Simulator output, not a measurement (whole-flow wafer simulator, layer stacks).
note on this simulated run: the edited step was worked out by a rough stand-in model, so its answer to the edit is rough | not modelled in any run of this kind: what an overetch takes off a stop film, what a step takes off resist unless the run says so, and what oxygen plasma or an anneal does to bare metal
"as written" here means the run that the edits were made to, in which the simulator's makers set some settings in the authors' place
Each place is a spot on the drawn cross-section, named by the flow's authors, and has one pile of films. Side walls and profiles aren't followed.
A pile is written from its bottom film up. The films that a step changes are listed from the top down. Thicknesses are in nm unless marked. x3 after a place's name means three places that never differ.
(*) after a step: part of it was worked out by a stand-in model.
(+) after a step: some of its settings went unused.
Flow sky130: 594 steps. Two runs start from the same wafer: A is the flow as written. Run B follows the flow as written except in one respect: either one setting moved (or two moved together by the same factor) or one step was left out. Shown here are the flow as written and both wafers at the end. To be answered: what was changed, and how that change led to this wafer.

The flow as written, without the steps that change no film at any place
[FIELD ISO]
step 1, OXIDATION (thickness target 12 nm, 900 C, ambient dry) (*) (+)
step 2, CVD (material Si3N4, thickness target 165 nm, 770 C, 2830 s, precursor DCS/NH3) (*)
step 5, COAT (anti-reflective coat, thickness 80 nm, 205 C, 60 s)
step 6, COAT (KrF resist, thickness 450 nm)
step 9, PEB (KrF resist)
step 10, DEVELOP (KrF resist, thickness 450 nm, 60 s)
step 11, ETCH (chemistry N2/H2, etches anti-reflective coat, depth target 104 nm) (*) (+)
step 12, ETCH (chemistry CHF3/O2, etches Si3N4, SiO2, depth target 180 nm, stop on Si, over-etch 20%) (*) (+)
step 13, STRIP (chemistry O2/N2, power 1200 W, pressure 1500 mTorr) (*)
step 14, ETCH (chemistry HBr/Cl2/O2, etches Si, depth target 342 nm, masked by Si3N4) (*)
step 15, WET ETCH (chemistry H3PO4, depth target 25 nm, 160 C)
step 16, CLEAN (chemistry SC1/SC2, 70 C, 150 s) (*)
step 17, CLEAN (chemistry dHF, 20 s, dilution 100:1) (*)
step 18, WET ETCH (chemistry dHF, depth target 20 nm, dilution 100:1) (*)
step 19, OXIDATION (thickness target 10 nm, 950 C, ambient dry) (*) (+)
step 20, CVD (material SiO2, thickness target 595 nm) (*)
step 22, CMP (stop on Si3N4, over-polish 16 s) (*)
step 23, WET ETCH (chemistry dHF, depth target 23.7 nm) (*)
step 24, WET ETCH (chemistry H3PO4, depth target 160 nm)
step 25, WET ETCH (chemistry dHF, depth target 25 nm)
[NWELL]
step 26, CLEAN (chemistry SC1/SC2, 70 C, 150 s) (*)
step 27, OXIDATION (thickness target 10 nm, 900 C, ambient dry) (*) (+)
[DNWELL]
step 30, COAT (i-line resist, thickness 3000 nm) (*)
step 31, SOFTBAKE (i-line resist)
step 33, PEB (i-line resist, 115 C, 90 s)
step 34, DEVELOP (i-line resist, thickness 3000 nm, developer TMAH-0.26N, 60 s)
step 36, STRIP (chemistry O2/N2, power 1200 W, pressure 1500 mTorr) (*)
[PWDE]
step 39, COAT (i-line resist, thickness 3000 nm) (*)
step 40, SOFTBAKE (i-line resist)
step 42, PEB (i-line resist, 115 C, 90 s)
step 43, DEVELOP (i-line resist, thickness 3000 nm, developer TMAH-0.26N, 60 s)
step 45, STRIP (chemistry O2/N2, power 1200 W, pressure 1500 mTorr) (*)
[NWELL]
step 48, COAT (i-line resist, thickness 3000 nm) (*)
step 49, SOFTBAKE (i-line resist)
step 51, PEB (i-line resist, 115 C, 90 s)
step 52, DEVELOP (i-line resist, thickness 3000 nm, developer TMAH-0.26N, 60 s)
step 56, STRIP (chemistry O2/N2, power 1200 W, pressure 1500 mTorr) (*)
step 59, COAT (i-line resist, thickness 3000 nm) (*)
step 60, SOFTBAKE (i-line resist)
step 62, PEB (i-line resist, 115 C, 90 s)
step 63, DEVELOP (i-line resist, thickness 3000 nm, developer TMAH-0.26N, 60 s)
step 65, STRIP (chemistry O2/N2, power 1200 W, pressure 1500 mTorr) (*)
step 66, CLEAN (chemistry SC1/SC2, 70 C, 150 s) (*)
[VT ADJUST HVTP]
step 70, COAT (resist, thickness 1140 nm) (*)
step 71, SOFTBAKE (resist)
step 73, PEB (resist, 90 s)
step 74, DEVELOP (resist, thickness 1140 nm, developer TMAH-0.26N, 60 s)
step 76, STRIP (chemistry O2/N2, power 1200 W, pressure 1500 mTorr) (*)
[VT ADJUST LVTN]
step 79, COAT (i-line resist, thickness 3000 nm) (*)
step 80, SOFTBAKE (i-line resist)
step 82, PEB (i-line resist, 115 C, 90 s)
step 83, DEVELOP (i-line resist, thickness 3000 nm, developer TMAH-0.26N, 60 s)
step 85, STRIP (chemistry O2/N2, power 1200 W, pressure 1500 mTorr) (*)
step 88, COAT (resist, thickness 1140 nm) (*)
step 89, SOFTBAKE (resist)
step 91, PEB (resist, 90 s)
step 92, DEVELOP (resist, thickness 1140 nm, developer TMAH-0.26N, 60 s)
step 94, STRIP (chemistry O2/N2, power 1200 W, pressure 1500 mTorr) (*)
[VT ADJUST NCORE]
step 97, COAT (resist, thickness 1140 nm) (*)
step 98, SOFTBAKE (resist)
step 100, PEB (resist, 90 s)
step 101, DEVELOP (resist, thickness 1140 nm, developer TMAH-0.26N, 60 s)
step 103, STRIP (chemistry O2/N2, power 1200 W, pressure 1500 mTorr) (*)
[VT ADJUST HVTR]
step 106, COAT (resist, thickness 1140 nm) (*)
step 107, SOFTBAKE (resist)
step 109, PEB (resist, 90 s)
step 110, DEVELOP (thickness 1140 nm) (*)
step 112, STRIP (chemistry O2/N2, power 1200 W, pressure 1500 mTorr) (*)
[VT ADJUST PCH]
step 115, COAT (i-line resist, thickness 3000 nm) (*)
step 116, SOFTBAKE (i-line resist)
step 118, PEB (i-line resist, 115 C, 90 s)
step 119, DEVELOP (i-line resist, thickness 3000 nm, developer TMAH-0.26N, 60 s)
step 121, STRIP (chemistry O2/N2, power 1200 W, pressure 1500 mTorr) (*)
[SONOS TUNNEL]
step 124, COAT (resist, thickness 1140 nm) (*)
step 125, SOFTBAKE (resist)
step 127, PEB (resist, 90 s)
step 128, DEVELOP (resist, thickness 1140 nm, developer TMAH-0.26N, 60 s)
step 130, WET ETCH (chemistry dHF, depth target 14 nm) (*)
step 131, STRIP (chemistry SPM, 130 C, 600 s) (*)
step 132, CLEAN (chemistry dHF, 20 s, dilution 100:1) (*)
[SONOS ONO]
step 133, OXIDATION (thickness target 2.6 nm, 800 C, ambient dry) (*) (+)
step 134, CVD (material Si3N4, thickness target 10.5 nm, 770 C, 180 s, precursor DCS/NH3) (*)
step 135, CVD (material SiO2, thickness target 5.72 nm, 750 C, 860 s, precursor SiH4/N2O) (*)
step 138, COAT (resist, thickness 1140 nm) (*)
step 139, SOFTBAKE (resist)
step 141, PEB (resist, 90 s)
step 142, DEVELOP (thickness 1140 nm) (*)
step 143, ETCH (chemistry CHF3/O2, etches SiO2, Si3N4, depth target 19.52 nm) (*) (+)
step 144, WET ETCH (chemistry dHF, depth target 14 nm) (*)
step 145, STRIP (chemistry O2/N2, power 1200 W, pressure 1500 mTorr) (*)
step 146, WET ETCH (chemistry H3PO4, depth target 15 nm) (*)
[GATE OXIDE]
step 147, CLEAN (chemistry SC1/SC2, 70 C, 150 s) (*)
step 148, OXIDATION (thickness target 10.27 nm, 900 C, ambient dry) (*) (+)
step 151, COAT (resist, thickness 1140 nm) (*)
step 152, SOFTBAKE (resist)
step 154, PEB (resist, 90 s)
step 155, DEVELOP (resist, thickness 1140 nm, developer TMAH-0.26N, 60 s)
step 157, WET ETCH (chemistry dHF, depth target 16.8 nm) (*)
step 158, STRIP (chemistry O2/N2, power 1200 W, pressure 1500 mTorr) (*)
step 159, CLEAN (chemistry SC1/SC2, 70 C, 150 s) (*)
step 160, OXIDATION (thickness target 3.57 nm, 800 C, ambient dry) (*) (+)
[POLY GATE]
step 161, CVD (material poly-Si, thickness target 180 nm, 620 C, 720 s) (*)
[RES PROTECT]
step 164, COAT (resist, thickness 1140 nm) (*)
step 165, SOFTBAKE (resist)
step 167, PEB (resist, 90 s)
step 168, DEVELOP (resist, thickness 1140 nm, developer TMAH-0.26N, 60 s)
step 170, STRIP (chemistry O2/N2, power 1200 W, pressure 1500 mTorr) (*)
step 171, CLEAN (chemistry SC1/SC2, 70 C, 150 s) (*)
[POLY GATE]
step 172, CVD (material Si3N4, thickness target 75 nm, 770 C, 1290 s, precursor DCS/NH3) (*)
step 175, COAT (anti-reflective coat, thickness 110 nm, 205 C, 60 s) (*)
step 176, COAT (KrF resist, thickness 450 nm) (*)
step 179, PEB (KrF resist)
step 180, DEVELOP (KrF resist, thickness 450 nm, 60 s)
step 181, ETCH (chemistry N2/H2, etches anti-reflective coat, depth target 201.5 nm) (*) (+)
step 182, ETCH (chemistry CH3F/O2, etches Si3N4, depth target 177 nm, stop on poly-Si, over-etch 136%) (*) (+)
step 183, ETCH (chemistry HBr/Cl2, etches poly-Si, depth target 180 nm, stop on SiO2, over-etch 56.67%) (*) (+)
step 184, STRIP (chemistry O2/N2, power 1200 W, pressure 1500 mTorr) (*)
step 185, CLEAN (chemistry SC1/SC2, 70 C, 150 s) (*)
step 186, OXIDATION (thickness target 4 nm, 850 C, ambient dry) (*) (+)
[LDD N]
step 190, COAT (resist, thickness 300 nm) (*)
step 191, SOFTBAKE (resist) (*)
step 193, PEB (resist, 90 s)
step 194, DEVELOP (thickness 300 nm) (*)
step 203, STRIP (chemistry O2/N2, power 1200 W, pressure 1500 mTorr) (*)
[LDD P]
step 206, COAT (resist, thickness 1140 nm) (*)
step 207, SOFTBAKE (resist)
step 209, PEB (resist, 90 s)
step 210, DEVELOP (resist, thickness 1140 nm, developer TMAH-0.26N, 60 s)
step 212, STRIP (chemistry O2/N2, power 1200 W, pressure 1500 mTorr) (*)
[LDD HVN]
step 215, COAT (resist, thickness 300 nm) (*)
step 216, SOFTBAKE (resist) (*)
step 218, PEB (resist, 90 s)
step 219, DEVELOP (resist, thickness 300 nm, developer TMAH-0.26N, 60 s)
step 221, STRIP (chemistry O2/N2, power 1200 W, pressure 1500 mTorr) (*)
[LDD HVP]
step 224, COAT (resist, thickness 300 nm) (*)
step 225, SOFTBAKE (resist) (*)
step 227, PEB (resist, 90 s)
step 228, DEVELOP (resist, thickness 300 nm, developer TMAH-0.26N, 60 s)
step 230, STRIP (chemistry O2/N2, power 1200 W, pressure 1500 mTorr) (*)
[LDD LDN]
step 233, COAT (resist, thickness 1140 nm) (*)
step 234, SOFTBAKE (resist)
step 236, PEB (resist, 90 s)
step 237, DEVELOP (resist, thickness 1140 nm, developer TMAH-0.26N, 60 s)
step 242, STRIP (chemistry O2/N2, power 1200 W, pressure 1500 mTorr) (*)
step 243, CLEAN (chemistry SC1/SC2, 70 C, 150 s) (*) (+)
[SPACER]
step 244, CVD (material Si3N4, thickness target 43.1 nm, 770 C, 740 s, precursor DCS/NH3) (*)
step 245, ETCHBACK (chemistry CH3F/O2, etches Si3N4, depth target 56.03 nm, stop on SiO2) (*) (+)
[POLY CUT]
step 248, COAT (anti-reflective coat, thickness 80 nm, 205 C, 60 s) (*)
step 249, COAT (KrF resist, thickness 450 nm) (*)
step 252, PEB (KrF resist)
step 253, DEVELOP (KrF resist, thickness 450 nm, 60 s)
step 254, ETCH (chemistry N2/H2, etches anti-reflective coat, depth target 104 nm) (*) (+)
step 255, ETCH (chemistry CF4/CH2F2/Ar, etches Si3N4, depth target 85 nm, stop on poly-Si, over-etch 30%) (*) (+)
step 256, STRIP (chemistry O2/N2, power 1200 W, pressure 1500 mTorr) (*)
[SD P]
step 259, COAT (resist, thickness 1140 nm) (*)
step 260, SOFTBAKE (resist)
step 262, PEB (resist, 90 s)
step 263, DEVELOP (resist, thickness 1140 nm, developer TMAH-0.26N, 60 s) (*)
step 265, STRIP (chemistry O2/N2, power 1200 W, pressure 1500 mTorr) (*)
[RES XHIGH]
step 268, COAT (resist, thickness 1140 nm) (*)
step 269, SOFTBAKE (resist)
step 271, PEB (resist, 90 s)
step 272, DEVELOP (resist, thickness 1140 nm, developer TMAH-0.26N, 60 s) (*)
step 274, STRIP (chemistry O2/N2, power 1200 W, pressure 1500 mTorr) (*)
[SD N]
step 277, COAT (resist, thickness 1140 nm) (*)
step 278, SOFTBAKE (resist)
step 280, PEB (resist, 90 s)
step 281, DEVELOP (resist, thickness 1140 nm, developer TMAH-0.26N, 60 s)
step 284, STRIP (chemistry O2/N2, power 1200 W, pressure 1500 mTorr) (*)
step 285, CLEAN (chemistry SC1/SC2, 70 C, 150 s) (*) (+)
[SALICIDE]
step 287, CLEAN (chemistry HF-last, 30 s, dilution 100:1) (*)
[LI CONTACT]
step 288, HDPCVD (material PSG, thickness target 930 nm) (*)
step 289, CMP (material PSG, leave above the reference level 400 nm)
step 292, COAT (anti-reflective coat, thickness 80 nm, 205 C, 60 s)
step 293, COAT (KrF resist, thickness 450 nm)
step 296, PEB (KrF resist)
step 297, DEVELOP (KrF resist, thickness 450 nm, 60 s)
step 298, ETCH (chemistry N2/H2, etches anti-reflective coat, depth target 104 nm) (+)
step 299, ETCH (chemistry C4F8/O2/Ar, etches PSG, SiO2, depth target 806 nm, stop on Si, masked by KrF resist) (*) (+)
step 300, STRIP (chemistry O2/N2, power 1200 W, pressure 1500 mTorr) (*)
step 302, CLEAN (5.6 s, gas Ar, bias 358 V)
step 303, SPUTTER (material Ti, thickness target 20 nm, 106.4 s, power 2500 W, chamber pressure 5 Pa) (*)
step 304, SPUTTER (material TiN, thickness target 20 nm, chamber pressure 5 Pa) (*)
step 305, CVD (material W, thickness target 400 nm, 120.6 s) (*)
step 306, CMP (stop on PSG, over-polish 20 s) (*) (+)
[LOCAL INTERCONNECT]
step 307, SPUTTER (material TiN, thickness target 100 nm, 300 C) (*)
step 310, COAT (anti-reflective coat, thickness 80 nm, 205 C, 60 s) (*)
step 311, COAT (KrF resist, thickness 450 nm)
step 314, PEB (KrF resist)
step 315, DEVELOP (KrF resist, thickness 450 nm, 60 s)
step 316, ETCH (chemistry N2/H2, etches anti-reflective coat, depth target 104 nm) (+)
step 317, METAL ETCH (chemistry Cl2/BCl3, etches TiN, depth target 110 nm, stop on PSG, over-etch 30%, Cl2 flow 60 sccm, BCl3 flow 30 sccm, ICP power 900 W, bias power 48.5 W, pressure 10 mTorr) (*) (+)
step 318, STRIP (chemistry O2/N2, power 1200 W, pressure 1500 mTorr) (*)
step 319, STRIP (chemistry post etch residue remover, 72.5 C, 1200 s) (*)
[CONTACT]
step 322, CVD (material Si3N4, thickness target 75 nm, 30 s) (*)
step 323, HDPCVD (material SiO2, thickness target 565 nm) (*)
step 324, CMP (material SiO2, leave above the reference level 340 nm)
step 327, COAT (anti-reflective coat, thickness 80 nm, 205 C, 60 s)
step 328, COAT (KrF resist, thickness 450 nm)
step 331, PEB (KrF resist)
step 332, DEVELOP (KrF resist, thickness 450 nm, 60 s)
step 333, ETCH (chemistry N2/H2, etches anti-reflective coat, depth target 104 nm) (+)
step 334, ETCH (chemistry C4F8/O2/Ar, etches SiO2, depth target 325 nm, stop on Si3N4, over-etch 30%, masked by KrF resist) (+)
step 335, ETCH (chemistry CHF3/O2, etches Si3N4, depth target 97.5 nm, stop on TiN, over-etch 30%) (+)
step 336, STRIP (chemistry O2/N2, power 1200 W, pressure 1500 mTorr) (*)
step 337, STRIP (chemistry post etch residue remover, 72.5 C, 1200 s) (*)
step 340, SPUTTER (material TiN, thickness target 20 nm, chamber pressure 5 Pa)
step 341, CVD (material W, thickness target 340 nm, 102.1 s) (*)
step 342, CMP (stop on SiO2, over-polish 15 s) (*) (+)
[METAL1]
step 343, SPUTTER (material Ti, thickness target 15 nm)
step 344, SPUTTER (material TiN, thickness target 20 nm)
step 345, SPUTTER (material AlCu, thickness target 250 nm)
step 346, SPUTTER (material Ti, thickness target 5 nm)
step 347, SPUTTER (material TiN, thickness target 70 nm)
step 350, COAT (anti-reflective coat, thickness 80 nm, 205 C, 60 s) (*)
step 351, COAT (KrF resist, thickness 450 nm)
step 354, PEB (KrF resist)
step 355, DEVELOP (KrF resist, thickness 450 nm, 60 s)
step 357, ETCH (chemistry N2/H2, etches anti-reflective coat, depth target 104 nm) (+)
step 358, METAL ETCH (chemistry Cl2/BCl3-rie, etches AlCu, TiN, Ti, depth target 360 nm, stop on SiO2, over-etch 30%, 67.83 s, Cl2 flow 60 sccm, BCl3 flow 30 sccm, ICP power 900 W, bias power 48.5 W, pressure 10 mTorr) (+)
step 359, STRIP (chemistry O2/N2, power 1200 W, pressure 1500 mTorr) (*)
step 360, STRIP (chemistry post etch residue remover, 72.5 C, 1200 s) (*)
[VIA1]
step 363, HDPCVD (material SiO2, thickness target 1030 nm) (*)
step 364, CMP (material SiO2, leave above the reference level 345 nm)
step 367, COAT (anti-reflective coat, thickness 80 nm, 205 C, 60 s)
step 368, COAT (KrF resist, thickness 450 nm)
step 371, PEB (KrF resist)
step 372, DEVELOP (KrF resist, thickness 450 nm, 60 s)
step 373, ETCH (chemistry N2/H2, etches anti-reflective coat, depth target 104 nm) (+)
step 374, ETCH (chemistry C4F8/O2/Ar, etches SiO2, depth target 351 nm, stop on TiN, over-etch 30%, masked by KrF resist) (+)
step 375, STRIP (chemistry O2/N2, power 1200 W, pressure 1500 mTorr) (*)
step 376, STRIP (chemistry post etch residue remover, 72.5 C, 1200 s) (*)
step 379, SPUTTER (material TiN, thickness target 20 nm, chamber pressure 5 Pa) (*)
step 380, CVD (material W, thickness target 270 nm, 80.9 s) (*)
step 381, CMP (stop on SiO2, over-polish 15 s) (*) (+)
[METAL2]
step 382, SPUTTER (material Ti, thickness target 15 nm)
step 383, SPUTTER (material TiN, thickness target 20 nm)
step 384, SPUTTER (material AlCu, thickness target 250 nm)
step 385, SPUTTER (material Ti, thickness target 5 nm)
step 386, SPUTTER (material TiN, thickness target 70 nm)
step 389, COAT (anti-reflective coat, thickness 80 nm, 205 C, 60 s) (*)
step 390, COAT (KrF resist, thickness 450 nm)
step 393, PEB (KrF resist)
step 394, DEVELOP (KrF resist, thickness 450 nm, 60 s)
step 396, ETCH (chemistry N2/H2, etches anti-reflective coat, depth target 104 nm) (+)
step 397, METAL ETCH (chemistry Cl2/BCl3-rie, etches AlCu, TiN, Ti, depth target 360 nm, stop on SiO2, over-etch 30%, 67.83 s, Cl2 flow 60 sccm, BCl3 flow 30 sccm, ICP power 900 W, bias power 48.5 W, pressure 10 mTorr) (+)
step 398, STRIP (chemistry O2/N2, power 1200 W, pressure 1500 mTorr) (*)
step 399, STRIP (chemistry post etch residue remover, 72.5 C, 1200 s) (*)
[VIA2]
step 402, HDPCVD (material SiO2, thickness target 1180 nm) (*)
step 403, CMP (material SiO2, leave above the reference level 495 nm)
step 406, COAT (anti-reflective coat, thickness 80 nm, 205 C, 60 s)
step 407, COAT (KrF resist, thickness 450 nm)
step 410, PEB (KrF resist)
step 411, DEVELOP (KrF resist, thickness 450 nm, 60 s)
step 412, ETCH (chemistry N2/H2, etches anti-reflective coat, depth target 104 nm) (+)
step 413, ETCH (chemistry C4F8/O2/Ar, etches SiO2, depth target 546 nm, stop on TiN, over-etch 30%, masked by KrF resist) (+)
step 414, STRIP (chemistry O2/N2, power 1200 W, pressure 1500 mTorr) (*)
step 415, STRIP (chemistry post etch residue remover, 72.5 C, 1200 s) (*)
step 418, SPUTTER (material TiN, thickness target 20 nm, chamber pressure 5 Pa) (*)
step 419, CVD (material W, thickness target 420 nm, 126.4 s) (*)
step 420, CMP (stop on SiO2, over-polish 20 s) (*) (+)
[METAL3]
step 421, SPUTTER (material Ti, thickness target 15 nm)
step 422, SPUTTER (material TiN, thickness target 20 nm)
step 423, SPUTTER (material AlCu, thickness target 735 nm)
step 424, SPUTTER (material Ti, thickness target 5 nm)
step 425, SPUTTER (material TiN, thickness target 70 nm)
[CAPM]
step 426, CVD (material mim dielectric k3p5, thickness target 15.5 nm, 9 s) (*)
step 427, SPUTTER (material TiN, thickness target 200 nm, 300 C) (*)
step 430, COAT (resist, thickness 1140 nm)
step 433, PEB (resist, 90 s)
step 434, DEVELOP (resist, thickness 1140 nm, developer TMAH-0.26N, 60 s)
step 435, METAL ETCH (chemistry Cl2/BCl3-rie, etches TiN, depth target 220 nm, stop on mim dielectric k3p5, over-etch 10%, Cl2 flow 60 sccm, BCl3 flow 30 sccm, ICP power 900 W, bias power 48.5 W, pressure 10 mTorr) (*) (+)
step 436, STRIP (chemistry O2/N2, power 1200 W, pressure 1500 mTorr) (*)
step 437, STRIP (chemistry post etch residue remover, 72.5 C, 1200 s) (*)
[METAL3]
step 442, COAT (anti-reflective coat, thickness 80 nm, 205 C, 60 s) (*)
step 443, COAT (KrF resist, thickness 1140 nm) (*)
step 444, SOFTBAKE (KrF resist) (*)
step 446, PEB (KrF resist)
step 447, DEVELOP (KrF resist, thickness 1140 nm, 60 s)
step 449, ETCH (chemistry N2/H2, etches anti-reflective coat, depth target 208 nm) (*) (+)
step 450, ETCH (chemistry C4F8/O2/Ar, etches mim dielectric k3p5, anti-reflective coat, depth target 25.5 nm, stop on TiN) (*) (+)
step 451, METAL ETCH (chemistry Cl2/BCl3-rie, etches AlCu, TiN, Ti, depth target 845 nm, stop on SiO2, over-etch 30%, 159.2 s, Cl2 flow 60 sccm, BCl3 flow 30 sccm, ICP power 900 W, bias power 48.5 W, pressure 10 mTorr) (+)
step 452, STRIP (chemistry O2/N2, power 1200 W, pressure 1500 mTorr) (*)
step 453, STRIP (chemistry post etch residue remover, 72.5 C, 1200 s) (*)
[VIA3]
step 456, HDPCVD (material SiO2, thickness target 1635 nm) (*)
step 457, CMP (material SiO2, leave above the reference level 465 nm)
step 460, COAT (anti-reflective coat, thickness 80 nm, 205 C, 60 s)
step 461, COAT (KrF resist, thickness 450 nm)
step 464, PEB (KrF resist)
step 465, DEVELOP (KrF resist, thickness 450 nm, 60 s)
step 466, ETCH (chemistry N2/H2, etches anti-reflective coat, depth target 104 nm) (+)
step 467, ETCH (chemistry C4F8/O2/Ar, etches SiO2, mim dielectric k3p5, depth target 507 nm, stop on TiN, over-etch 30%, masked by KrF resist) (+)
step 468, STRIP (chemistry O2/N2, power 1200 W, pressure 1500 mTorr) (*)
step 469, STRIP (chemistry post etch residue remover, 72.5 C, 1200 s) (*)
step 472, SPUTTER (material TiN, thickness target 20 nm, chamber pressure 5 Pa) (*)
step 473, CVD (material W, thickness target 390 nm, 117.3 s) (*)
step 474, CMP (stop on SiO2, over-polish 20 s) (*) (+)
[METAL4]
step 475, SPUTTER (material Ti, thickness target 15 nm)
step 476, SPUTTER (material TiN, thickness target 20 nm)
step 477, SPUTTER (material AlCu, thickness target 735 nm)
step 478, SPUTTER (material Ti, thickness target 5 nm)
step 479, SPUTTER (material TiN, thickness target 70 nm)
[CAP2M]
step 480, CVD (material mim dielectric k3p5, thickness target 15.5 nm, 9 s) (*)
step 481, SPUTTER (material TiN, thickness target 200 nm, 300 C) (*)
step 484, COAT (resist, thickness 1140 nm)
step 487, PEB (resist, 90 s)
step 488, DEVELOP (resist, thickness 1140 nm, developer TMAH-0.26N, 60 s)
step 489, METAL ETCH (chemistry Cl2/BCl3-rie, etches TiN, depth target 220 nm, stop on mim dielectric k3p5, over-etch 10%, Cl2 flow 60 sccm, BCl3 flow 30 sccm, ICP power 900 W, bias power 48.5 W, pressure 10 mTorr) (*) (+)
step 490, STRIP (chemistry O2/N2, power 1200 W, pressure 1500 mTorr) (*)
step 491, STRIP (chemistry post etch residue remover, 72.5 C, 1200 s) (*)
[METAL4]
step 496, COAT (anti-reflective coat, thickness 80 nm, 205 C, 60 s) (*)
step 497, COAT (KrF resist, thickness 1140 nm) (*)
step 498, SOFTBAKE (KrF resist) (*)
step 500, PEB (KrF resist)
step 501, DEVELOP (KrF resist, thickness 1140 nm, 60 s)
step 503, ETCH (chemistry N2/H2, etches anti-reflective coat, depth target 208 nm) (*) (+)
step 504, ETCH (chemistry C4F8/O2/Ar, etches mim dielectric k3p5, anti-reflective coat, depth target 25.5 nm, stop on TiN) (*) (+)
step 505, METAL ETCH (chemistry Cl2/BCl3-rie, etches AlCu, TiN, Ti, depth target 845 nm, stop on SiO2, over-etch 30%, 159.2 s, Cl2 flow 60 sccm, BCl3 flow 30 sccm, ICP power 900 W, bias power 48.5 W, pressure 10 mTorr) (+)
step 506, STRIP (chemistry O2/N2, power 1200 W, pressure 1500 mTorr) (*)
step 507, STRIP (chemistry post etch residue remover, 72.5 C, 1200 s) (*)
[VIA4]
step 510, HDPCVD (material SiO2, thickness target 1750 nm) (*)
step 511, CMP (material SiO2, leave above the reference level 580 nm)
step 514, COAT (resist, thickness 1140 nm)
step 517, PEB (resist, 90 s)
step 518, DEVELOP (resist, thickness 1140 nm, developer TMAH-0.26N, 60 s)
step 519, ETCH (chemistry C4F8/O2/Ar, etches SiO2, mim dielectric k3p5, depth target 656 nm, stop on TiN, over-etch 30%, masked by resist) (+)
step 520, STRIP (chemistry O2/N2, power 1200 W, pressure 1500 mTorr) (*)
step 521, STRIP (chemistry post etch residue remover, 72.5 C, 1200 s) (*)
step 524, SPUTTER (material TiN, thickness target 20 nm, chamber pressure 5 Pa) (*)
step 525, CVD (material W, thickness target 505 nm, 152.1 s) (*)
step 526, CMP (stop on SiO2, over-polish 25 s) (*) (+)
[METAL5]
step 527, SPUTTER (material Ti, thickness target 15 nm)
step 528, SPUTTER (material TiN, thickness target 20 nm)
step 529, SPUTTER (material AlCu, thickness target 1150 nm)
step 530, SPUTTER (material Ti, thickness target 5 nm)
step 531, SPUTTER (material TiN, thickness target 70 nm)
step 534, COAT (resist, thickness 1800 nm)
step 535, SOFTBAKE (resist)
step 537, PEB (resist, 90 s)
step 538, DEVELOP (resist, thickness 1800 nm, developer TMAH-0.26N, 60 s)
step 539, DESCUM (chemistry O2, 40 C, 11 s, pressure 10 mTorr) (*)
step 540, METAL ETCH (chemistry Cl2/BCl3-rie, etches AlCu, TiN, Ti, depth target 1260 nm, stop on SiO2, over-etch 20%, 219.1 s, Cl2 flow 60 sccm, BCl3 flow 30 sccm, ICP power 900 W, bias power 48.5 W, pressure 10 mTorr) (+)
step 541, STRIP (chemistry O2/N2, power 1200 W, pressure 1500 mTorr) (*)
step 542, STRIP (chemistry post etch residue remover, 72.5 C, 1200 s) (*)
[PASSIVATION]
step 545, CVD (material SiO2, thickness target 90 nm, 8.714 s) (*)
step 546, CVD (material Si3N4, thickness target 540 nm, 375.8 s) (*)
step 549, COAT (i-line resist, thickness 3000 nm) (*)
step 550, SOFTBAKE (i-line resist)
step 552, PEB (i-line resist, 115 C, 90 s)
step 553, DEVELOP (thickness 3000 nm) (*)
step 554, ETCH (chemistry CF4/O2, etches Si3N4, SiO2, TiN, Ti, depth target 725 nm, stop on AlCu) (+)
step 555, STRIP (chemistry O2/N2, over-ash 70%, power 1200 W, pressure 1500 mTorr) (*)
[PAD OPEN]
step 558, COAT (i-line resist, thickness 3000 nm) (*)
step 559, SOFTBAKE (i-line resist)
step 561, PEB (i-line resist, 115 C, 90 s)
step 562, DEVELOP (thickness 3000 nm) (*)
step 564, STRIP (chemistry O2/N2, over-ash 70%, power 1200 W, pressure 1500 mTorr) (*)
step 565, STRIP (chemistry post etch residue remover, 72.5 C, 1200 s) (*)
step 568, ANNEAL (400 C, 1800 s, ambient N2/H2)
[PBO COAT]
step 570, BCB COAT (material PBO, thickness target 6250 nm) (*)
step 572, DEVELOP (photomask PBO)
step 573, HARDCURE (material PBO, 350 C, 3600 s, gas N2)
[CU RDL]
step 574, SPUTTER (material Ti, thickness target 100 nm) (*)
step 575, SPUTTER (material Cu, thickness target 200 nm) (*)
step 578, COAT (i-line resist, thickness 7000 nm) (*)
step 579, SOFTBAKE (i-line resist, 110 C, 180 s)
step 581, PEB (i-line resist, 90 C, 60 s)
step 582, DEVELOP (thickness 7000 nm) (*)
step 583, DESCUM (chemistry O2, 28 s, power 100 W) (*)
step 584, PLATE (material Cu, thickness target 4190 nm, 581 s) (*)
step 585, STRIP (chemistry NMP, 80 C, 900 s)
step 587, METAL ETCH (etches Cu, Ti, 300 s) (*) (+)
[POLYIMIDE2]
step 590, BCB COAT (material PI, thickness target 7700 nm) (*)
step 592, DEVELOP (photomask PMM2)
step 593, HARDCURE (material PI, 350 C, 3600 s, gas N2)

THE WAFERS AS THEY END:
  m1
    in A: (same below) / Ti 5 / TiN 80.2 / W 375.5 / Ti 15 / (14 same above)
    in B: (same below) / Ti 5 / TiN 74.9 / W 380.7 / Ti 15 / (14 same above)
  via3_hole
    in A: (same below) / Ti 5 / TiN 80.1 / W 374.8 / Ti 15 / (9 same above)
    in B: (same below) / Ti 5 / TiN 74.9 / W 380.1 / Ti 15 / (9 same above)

The reason: step 472, SPUTTER: thickness target 10 nm was run, while the flow as written has thickness target 20 nm.

How this came from the change, step by step:
  step 472, SPUTTER (material TiN, thickness target 20 nm, chamber pressure 5 Pa) (*)
      field, active, n_well and 187 more: A +20 TiN (new film) | B +10 TiN (new film)
      m1, via3_hole: A +10.6 TiN | B +5.3 TiN
  step 474, CMP (stop on SiO2, over-polish 20 s) (*) (+)
      field, active, n_well and 187 more: A -390 W (all of it), -20 TiN (all of it), -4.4 SiO2 | B -390 W (all of it), -10 TiN (all of it), -4.4 SiO2
      m1, via3_hole: A -415 W | B -405 W
